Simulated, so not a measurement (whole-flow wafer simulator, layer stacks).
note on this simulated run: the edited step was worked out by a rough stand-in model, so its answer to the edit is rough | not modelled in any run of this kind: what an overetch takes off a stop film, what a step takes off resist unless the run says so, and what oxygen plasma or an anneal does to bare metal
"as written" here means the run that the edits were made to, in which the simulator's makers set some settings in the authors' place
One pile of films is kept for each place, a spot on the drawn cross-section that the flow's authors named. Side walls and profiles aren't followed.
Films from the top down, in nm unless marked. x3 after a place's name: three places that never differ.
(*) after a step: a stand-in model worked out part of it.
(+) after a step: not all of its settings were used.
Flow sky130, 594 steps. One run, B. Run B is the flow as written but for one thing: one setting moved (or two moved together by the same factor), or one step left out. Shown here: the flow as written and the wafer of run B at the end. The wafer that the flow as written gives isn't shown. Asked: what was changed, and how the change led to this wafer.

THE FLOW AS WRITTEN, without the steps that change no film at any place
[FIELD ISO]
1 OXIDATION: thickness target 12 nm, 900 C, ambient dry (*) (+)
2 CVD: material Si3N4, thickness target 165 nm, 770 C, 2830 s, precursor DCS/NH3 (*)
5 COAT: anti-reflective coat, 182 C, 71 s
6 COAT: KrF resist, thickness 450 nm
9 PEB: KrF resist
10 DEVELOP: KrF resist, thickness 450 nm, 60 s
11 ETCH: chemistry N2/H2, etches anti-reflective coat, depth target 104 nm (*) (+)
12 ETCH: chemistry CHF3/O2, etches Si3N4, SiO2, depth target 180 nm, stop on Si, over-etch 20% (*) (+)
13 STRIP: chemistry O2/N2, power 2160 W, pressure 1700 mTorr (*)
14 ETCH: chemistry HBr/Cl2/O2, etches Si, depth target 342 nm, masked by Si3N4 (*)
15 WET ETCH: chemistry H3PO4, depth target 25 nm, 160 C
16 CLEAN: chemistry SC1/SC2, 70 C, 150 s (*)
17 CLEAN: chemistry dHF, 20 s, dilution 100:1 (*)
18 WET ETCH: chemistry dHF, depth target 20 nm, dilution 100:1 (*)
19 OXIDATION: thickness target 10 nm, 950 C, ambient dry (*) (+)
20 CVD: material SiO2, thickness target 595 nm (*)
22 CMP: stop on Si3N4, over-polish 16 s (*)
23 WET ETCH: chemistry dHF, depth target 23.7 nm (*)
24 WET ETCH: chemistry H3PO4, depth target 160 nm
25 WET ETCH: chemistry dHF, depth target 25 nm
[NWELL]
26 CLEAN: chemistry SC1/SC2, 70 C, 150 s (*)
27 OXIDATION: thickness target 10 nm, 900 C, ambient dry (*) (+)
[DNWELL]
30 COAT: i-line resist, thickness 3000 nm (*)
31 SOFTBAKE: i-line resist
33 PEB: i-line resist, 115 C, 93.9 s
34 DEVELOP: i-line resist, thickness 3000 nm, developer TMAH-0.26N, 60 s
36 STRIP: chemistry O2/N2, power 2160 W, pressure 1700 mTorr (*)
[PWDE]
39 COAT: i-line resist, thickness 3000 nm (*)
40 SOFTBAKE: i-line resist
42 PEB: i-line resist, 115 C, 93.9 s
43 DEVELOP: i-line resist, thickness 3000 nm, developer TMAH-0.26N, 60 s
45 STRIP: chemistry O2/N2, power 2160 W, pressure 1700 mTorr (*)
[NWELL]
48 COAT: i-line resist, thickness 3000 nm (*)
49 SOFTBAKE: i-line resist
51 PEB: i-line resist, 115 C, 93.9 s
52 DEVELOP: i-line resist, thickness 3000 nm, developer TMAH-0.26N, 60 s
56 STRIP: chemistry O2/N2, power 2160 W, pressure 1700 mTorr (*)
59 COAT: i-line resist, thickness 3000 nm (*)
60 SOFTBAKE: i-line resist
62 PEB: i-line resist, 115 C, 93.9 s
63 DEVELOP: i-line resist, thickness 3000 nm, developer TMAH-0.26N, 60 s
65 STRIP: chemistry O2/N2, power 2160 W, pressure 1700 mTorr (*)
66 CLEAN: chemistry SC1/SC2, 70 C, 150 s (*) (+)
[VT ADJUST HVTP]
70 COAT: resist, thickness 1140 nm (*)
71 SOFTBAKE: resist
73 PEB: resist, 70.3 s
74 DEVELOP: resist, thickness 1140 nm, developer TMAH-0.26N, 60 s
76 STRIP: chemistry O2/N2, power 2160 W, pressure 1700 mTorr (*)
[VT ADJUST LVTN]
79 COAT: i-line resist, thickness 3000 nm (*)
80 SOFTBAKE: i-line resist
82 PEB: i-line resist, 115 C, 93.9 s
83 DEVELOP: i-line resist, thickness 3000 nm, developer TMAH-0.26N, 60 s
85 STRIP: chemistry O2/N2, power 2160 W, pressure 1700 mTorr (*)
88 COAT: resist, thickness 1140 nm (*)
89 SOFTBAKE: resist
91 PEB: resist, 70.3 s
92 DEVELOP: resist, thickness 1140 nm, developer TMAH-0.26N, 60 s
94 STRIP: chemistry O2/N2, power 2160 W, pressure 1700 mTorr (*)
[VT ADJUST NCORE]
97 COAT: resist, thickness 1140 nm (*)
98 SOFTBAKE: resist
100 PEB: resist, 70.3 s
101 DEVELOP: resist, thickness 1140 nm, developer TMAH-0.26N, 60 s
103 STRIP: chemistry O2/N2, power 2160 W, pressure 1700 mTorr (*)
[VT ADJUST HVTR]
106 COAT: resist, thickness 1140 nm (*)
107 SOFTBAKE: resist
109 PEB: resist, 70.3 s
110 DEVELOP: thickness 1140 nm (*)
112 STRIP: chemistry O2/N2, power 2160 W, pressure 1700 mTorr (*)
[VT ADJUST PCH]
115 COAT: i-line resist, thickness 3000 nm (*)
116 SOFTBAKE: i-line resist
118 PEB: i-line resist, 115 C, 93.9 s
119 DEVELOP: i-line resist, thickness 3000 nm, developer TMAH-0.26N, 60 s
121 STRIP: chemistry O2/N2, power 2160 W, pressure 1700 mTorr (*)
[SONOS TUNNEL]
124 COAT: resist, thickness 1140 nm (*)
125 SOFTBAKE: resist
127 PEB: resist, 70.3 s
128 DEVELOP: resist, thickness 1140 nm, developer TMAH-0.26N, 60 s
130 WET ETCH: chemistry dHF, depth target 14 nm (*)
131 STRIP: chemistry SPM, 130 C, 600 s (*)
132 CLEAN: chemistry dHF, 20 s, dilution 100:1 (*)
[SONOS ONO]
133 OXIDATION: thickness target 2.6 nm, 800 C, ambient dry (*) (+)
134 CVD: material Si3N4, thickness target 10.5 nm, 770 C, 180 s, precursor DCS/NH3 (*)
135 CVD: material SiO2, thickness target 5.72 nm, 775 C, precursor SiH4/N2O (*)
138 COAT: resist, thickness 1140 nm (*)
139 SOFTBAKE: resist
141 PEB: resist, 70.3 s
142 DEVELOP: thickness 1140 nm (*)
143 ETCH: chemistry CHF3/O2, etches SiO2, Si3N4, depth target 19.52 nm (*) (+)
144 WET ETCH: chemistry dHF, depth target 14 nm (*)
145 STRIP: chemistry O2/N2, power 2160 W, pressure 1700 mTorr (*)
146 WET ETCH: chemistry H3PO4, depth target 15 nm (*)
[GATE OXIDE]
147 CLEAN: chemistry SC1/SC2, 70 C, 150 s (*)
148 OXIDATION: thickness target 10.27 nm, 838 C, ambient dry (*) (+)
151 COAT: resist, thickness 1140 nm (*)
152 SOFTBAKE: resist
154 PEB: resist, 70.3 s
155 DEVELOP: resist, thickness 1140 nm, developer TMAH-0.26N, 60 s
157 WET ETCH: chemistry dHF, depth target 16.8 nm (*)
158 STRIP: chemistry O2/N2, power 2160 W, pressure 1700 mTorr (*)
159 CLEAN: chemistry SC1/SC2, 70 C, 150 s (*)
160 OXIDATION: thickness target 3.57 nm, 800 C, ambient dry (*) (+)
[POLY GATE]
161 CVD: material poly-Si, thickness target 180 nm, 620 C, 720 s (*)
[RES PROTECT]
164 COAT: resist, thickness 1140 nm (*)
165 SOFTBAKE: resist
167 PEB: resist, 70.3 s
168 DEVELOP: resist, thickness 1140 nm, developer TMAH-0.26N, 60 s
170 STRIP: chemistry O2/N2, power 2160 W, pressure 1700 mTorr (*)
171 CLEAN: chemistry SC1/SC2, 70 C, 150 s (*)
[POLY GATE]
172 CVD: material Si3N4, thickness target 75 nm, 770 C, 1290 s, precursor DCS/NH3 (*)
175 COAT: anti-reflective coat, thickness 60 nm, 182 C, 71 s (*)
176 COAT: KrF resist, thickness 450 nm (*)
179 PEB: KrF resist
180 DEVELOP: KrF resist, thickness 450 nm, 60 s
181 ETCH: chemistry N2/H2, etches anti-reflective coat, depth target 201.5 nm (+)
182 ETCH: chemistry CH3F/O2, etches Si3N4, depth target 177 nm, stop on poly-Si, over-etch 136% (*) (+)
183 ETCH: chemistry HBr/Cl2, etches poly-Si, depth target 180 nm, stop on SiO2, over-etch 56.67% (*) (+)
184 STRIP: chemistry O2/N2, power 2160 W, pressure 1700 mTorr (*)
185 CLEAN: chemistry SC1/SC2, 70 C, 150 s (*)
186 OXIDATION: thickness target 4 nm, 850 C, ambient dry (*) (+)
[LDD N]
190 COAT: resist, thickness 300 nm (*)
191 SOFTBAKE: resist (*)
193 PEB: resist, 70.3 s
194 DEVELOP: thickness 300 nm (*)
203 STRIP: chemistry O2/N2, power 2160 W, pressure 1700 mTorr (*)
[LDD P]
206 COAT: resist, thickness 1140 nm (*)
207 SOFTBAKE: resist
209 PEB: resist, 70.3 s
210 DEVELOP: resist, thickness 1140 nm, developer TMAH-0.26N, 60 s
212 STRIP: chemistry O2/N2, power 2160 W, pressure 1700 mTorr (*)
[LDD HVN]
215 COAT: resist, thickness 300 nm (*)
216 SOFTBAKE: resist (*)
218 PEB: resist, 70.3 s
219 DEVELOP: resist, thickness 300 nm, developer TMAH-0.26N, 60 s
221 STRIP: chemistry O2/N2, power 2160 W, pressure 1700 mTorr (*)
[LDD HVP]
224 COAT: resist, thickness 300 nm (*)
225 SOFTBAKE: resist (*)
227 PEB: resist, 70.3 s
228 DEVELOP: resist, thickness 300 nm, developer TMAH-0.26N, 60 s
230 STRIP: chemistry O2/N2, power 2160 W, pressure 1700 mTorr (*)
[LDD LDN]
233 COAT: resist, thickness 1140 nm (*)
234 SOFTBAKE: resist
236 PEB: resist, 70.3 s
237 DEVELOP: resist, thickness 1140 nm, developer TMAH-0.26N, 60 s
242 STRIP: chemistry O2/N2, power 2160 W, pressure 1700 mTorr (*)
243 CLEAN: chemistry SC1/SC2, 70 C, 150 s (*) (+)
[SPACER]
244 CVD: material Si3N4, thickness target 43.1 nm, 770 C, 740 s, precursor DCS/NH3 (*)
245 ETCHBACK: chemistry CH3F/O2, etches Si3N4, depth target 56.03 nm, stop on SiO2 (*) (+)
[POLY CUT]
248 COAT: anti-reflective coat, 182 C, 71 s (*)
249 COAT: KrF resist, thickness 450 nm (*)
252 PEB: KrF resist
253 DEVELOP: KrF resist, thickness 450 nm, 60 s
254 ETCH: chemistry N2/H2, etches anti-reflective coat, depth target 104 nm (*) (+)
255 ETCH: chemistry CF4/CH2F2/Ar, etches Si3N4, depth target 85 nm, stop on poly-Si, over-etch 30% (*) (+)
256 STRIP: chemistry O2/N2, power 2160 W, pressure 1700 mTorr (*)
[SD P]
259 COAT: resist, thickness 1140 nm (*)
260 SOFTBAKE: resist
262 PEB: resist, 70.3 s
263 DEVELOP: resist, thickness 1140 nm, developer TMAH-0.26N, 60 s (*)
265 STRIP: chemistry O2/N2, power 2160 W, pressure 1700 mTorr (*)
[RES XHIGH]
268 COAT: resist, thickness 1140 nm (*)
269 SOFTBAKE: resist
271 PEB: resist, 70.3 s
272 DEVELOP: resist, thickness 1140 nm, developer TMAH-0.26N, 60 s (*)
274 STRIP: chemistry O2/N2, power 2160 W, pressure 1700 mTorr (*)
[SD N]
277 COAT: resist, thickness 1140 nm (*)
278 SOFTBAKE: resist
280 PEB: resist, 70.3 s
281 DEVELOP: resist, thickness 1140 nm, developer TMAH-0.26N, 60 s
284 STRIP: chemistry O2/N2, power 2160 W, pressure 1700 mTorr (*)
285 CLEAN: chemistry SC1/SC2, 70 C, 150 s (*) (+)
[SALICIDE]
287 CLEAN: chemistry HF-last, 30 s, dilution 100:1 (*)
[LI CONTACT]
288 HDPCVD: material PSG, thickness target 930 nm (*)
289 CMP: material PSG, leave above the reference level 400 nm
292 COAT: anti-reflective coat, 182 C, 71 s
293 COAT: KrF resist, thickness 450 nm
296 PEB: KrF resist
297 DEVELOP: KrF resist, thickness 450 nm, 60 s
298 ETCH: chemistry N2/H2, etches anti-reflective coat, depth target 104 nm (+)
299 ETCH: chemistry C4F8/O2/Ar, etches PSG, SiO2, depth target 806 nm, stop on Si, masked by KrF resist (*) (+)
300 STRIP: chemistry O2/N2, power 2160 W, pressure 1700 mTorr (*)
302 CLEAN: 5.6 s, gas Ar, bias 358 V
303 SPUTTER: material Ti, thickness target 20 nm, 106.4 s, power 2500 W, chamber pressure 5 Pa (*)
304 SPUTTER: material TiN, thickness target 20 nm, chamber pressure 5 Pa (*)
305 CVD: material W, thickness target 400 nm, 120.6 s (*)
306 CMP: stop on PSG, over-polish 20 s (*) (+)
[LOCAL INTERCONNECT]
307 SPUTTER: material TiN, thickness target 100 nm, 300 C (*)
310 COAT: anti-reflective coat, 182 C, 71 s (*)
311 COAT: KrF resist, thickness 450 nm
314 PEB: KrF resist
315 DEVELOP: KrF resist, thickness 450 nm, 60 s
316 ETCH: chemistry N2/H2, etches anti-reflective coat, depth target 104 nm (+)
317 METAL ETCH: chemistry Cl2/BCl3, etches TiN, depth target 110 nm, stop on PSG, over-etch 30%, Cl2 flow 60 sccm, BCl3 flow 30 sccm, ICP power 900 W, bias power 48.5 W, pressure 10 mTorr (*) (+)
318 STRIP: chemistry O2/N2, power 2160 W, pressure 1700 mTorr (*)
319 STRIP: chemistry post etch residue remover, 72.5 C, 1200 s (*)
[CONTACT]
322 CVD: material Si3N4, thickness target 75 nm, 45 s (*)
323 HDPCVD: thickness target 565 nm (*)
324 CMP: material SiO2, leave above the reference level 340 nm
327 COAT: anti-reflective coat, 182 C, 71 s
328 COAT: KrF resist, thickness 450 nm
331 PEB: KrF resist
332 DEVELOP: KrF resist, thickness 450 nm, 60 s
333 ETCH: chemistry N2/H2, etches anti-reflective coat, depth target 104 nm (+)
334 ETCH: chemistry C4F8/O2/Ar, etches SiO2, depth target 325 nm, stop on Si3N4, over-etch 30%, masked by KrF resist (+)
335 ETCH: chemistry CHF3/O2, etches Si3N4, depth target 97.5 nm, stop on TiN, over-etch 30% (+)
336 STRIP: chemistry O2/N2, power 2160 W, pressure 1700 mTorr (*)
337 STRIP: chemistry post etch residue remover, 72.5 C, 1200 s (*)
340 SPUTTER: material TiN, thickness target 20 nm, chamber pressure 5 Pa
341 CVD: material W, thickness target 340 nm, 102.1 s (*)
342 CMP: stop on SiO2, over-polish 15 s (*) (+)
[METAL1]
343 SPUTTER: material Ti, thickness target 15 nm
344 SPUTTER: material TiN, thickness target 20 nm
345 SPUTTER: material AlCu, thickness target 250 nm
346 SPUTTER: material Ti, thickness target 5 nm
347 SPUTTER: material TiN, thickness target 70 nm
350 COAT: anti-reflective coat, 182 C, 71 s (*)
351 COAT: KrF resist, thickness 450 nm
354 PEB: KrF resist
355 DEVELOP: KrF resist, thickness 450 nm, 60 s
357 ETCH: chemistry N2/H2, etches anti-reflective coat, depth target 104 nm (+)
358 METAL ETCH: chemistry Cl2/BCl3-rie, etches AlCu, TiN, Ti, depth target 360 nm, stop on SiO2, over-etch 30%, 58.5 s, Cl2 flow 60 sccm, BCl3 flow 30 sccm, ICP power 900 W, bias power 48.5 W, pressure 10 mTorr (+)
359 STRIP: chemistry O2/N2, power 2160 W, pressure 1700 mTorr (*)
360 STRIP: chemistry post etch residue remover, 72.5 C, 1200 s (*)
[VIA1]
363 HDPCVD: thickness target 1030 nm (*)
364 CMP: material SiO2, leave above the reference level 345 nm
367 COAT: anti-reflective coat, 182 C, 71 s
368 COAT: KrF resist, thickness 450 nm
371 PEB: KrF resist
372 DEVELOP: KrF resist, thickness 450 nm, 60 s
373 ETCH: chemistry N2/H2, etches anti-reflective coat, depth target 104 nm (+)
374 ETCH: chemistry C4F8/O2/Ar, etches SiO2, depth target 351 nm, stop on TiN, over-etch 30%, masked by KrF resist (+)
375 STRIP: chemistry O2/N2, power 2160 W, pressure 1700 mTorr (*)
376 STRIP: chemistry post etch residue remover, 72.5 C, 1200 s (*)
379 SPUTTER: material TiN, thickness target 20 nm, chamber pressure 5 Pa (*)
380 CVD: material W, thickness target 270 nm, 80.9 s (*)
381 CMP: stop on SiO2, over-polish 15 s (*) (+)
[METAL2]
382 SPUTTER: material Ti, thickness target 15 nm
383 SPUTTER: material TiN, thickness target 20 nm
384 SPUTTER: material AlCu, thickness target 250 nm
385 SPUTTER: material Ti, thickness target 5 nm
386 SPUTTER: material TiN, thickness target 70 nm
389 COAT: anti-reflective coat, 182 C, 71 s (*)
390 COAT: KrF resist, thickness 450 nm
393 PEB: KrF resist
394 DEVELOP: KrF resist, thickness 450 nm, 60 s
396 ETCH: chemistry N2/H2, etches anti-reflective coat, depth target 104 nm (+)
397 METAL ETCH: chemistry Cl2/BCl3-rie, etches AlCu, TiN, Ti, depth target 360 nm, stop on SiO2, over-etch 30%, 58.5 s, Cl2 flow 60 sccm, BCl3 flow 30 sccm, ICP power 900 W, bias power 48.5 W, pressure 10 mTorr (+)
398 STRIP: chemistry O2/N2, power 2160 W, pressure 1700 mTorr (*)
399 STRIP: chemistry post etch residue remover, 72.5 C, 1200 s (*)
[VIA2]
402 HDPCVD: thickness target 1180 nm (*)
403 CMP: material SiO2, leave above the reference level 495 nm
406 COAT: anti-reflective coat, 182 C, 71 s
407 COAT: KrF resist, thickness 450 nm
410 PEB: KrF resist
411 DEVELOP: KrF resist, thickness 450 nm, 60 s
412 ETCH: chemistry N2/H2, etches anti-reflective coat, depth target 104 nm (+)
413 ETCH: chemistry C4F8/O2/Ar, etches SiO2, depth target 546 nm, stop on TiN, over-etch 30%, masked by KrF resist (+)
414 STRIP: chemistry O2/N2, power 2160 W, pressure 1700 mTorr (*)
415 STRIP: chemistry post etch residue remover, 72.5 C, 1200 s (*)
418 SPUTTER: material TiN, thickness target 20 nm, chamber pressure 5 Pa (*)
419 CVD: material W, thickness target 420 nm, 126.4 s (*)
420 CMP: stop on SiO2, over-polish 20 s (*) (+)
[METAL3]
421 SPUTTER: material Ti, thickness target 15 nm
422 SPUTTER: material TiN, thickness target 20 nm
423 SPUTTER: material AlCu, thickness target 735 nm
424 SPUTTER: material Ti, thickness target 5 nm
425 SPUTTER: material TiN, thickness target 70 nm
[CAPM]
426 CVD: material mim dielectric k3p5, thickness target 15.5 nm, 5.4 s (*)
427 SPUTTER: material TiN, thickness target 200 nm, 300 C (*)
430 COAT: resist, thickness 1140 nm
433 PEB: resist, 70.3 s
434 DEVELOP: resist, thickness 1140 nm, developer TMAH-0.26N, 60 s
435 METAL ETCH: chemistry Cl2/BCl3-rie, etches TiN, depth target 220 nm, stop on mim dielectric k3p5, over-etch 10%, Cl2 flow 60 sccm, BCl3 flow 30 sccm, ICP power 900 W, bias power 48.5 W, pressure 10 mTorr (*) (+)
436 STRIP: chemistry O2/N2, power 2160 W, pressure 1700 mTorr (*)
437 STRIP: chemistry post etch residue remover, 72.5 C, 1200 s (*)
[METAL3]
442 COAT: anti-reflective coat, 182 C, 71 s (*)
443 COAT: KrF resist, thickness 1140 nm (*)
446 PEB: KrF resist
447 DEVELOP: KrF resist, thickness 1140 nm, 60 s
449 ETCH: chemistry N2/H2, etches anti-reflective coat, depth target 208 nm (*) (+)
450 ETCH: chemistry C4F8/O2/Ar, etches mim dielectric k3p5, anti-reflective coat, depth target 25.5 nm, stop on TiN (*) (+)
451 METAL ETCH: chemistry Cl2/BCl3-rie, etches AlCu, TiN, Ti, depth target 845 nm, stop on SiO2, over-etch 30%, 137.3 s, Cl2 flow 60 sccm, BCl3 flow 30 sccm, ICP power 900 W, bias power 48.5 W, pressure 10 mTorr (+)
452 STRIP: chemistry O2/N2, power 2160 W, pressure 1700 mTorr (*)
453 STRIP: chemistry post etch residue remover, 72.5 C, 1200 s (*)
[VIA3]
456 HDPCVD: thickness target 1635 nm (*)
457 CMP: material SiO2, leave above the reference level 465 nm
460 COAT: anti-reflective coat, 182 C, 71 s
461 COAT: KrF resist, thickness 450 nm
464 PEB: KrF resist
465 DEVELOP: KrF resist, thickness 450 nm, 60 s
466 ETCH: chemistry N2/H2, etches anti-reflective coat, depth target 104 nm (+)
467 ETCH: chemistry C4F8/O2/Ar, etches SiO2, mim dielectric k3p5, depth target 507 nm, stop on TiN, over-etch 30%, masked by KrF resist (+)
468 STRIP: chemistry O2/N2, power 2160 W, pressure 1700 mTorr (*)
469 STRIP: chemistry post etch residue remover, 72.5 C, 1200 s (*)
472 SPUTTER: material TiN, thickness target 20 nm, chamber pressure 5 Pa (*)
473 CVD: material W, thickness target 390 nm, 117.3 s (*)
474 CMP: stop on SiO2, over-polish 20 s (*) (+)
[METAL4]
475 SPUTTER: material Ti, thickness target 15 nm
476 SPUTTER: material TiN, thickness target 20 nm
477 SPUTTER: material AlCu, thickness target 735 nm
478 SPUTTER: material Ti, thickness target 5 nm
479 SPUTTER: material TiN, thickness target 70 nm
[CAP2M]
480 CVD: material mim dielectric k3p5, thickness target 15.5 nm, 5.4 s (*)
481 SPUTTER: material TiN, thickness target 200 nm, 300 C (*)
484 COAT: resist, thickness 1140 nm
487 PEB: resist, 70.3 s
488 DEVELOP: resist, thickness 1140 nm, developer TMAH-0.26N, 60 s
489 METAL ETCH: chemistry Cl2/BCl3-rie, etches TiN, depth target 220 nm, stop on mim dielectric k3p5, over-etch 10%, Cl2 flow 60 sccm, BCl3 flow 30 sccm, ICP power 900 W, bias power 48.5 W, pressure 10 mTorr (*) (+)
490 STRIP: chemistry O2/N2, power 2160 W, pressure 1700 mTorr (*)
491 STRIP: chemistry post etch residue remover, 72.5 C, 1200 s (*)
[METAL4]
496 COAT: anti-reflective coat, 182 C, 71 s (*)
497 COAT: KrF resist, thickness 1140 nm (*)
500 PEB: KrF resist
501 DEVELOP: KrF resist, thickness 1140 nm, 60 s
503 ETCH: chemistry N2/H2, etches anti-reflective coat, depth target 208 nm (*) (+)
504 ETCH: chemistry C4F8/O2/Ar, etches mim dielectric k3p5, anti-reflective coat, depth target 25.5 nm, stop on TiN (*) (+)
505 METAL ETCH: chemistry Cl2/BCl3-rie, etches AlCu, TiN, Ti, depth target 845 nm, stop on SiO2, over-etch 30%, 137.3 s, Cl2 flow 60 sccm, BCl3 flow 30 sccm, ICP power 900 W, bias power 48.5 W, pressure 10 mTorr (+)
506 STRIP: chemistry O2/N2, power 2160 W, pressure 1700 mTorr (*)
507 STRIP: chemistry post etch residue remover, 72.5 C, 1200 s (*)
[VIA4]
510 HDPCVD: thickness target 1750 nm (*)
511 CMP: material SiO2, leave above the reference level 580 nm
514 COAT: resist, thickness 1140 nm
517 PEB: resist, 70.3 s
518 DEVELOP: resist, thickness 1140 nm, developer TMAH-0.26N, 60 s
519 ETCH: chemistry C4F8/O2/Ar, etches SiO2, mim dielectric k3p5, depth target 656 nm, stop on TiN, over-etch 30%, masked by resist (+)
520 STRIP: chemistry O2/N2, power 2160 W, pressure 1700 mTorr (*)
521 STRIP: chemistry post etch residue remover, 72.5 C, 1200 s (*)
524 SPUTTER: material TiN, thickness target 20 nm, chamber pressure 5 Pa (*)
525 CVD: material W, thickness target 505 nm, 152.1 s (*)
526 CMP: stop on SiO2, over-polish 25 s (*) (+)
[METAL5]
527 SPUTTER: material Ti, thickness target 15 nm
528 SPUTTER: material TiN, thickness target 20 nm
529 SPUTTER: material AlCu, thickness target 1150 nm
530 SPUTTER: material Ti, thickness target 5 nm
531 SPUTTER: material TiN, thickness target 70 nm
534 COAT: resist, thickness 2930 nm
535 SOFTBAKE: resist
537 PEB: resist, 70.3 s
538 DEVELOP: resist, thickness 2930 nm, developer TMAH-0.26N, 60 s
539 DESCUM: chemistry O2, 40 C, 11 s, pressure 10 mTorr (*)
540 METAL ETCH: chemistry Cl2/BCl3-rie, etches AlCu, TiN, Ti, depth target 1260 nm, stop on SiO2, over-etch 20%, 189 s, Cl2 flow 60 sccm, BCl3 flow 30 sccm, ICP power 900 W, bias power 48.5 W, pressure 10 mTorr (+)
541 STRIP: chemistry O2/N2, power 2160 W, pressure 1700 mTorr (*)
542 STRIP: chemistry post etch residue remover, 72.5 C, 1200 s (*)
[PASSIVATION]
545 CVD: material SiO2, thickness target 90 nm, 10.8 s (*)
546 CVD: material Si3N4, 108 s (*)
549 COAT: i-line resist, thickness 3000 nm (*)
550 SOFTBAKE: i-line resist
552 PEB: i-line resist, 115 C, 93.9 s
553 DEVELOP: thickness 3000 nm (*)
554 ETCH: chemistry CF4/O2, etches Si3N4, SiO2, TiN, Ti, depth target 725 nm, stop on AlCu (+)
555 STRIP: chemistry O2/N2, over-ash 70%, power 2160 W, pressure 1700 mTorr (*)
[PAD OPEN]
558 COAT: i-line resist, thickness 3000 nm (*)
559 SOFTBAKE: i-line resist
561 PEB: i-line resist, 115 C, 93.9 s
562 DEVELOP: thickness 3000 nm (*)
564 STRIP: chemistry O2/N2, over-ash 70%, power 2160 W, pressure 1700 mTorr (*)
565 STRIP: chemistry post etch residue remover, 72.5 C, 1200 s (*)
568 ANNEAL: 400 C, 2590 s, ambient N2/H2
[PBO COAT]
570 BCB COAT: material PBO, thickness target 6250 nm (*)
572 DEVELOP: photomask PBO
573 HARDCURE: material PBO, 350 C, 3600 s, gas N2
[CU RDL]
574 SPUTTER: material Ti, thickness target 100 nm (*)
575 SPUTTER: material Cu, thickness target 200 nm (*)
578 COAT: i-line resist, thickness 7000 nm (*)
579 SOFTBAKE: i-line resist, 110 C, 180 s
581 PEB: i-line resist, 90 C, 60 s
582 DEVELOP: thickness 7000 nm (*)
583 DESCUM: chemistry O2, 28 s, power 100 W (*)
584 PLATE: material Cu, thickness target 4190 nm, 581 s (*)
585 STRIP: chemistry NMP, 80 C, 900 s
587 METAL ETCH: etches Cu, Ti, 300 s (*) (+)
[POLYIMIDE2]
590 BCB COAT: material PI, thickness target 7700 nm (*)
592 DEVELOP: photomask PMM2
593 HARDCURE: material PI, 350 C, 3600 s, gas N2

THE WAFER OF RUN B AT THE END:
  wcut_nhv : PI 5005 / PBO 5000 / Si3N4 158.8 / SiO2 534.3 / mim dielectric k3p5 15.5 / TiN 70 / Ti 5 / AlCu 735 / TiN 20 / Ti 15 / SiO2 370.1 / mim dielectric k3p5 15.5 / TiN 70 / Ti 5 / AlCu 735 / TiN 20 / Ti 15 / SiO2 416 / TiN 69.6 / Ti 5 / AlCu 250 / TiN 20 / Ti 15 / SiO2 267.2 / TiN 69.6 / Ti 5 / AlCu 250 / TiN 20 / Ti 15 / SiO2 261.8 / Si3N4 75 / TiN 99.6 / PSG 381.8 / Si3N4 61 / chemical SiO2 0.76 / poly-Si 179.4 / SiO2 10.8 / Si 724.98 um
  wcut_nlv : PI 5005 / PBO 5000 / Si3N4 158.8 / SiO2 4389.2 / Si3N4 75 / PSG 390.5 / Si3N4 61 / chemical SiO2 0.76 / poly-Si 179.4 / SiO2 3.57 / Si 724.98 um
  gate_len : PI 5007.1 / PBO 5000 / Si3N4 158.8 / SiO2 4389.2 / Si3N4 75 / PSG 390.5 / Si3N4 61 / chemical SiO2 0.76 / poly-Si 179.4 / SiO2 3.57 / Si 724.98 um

The cause: step 545, CVD: thickness target 54 nm was run, where the flow has thickness target 90 nm; step 545, CVD: 6.48 s was run, where the flow has 10.8 s.

How the change led to this, step by step:
  545 CVD: material SiO2, thickness target 90 nm, 10.8 s (*)
      field, active, gate and 175 more: SiO2 +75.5 (as written it would be: SiO2 +125.2)
      n_well, p_well, sd_n and 12 more: SiO2 +75.5 (new film) (as written it would be: SiO2 +125.2 (new film))
  550 SOFTBAKE: i-line resist
      gate_p_lvt, iso_guard_hv_nw: i-line resist +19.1 (as written it would be: i-line resist +20.6)
      active: i-line resist +11 (as written it would be: i-line resist +12)
      (and at 56 more places)
  554 ETCH: chemistry CF4/O2, etches Si3N4, SiO2, TiN, Ti, depth target 725 nm, stop on AlCu (+)
      field, active, n_well and 189 more: i-line resist -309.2 (as written it would be: i-line resist -358.9)
      pad: Si3N4 -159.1 (all of it), SiO2 -75.5 (all of it), TiN -69.6 (all of it), Ti -5 (all of it) (as written it would be: Si3N4 -159.1 (all of it), SiO2 -125.2 (all of it), TiN -69.6 (all of it), Ti -5 (all of it))
  555 STRIP: chemistry O2/N2, over-ash 70%, power 2160 W, pressure 1700 mTorr (*)
      n_well, p_well, sd_n, sd_p: i-line resist -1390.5 (all of it) (as written it would be: i-line resist -1340.8 (all of it))
      m1: i-line resist -1411.8 (all of it) (as written it would be: i-line resist -1364.1 (all of it))
      (and at 8 more places)
  558 COAT: i-line resist, thickness 3000 nm (*)
      pad: i-line resist +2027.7 (new film) (as written it would be: i-line resist +2077.7 (new film))
  559 SOFTBAKE: i-line resist
      gate_p_lvt, iso_guard_hv_nw: i-line resist +19.1 (as written it would be: i-line resist +20.6)
      field: i-line resist +11.4 (as written it would be: i-line resist +12.5)
      (and at 63 more places)
  561 PEB: i-line resist, 115 C, 93.9 s
      pad: i-line resist -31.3 (as written it would be: i-line resist -32.2)
  562 DEVELOP: thickness 3000 nm (*)
      pad: i-line resist -1996.4 (all of it) (as written it would be: i-line resist -2045.5 (all of it))
  578 COAT: i-line resist, thickness 7000 nm (*)
      pad: i-line resist +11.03 um (new film) (as written it would be: i-line resist +11.08 um (new film))
  579 SOFTBAKE: i-line resist, 110 C, 180 s
      mim, vcap_hvt: i-line resist -16 (as written it would be: i-line resist -16.8)
      iso_guard__w1: i-line resist -15.8 (as written it would be: i-line resist -16.6)
      (and at 27 more places)
  582 DEVELOP: thickness 7000 nm (*)
      pad: i-line resist -11.03 um (all of it) (as written it would be: i-line resist -11.08 um (all of it))
